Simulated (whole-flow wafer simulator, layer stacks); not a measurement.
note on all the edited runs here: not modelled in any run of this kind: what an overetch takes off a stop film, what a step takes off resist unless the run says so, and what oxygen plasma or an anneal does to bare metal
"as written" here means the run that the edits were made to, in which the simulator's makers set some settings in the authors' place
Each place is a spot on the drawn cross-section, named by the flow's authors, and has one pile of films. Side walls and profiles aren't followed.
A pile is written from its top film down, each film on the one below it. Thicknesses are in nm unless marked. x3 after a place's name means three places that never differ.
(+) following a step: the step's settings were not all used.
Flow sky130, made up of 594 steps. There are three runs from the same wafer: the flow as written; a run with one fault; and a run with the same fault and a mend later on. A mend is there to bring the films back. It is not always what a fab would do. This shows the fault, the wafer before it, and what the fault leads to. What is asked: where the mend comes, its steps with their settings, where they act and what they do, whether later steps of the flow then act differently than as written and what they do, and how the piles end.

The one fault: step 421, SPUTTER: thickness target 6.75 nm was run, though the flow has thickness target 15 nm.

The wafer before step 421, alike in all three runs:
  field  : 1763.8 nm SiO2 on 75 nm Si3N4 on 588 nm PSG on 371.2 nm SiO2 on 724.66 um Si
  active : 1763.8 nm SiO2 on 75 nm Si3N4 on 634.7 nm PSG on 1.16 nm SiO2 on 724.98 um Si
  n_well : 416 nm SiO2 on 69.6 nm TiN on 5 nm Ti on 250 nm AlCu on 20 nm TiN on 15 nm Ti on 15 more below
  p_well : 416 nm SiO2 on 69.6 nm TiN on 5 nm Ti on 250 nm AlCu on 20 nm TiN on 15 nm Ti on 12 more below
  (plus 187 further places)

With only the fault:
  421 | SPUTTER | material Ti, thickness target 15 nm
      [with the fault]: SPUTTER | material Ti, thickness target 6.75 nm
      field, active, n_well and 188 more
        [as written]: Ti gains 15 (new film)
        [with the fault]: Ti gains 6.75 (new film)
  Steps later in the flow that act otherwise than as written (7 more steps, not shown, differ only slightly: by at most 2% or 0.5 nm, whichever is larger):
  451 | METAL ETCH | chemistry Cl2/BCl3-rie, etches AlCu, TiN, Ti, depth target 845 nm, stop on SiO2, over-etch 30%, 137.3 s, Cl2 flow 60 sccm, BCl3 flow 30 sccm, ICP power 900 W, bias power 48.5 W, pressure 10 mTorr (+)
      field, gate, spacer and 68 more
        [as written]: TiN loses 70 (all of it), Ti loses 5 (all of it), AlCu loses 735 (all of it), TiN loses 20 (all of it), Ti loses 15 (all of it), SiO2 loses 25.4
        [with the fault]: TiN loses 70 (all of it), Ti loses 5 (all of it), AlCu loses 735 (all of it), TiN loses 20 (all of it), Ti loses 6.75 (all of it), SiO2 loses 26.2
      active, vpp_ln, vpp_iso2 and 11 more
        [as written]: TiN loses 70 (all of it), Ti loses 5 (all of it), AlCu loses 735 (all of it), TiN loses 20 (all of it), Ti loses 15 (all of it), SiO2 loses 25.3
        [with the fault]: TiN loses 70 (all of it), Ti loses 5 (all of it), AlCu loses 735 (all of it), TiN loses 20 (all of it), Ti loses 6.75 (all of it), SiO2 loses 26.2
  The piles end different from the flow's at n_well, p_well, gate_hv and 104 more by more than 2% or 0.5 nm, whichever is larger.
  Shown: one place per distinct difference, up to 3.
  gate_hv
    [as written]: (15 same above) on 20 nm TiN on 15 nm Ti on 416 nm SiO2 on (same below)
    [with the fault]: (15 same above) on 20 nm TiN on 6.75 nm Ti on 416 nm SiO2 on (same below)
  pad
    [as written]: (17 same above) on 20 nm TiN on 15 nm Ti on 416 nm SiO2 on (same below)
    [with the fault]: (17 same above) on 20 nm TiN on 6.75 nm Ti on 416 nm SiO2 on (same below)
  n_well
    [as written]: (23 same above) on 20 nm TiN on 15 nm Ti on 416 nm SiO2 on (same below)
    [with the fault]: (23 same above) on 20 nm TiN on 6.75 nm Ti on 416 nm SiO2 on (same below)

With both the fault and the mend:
  The mend stands after step 421.
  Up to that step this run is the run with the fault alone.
  421a | SPUTTER | material Ti, thickness target 8.25 nm (the flow's step 421, run once more with other settings)
      field, active, n_well and 188 more
        Ti gains 8.25
  None of the later steps of the flow acts differently than as written at any place that is followed.
  At every place that both follow, the piles at the end match the flow's.
